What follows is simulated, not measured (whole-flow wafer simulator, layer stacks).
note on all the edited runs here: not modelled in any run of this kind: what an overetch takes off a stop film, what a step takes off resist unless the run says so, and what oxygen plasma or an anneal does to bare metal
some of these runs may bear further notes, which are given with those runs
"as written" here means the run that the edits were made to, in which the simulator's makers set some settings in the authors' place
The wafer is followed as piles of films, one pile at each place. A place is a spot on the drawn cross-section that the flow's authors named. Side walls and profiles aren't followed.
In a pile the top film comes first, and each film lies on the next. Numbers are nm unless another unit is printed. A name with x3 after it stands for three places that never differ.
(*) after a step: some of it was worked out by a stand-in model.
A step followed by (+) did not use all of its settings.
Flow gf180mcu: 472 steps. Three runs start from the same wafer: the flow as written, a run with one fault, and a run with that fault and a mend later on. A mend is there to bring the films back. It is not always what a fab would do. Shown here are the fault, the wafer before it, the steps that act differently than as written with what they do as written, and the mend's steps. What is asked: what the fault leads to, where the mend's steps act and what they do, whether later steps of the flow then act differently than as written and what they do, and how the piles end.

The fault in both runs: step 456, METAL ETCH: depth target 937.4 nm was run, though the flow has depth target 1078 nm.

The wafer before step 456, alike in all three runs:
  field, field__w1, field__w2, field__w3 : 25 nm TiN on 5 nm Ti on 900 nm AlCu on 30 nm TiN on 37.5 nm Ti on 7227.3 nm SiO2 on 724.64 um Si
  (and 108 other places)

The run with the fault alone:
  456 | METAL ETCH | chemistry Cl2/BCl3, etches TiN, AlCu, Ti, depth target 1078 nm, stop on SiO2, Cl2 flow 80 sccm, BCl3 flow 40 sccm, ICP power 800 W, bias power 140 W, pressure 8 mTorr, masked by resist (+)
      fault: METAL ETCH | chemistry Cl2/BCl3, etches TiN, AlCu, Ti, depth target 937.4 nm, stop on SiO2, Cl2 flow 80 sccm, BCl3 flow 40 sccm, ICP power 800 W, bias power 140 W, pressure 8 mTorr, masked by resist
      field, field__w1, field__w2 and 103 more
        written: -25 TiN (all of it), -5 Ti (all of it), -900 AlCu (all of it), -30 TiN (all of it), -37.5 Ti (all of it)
        fault: -25 TiN (all of it), -5 Ti (all of it), -900 AlCu (all of it), -7.4 TiN
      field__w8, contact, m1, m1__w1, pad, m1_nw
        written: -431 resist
        fault: -375 resist
  Steps later in the flow that act otherwise than as written (3 other steps are not shown; they differ only slightly, by no more than 2% or 0.5 nm, whichever is larger):
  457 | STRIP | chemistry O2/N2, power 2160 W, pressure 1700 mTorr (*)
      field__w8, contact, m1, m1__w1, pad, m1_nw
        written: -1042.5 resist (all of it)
        fault: -1098.5 resist (all of it)
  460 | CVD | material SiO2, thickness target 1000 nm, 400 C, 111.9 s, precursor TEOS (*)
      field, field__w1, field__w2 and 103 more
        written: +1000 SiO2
        fault: +1000 SiO2 (new film)
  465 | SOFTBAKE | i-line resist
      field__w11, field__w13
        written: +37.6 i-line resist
        fault: +34.4 i-line resist
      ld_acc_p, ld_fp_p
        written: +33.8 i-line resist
        fault: +30.9 i-line resist
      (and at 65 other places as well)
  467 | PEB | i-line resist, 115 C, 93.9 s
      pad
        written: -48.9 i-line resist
        fault: -50 i-line resist
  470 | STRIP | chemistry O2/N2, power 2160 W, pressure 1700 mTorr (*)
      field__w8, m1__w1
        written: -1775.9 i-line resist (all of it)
        fault: -1833.1 i-line resist (all of it)
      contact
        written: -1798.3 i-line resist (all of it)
        fault: -1853.4 i-line resist (all of it)
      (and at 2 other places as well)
  At field, field__w1, field__w2 and 103 more, the piles at the end differ from the flow's by more than 2% or 0.5 nm, whichever is larger.
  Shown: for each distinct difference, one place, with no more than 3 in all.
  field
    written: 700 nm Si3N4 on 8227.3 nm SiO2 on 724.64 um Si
    fault: 700 nm Si3N4 on 1000 nm SiO2 on 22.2 nm TiN on 37.5 nm Ti on 7227.3 nm SiO2 on 724.64 um Si
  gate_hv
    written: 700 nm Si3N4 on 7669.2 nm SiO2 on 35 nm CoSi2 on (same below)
    fault: 700 nm Si3N4 on 1000 nm SiO2 on 22.2 nm TiN on 37.5 nm Ti on 6669.2 nm SiO2 on 35 nm CoSi2 on (same below)
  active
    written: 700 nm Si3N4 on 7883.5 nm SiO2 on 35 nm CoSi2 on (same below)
    fault: 700 nm Si3N4 on 1000 nm SiO2 on 22.2 nm TiN on 37.5 nm Ti on 6883.5 nm SiO2 on 35 nm CoSi2 on (same below)

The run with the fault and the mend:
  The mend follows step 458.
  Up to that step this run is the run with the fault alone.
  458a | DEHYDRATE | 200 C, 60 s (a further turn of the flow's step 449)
      does not change any film at any place that is followed
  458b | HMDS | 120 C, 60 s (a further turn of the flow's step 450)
      does not change any film at any place that is followed
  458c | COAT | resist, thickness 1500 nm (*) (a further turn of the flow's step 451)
      iso_ptap_pw, iso_ntap_nw, iso_nw_fld and 33 more
        +1500 resist (new film)
      p_well, sti, spacer, sd_n, mim_1p0, dice_street
        +1504.4 resist (new film)
      field__w5, field__w9, nplus_u
        +1512.4 resist (new film)
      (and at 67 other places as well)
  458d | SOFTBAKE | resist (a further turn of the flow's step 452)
      sd_p_hv, gate_p_hv, nw_enc_fld__w1
        -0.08 resist
      field_sub__w5, active_nat
        -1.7 resist
      ld_body_p_dnw, nplus_u
        -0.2 resist
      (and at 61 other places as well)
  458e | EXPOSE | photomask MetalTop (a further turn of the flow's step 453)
      does not change any film at any place that is followed
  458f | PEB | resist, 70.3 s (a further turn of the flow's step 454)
      field__w2, field__w3, field__w5 and 41 more
        -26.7 resist
      iso_ptap_pw, iso_ntap_nw, iso_nw_fld and 33 more
        -26.5 resist
      p_well, sti, spacer, sd_n, mim_1p0, dice_street
        -26.6 resist
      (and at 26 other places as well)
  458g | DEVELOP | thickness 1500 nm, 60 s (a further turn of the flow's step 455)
      iso_ptap_pw, iso_ntap_nw, iso_nw_fld and 33 more
        -1473.5 resist (all of it)
      p_well, sti, spacer, sd_n, mim_1p0, dice_street
        -1477.8 resist (all of it)
      sd_p_hv, gate_p_hv, pplus_u, nw_enc_fld__w1, nw_enc_fld_lv__w4
        -1485.3 resist (all of it)
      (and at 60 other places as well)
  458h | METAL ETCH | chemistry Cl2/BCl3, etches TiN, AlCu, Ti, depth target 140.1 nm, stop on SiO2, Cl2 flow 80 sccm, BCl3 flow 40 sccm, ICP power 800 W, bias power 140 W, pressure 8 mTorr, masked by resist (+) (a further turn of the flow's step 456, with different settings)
      field, field__w1, field__w2 and 103 more
        -22.2 TiN (all of it), -37.5 Ti (all of it)
      field__w8, contact, m1, m1__w1, pad, m1_nw
        -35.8 resist
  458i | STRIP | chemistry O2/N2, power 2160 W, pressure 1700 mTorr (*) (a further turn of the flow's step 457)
      field__w8
        -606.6 resist (all of it)
      contact
        -603.6 resist (all of it)
      m1
        -604.1 resist (all of it)
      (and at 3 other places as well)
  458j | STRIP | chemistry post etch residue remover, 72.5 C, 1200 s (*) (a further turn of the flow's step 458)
      field__w8, contact, m1, m1__w1, pad, m1_nw
        -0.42 TiN
  Later steps of the flow that are run all act as written at every place that is followed, up to a difference of at most 2% or 0.5 nm, whichever is larger.
  The piles end only slightly different from the flow's at the places that both follow, by no more than 2% or 0.5 nm, whichever is larger.
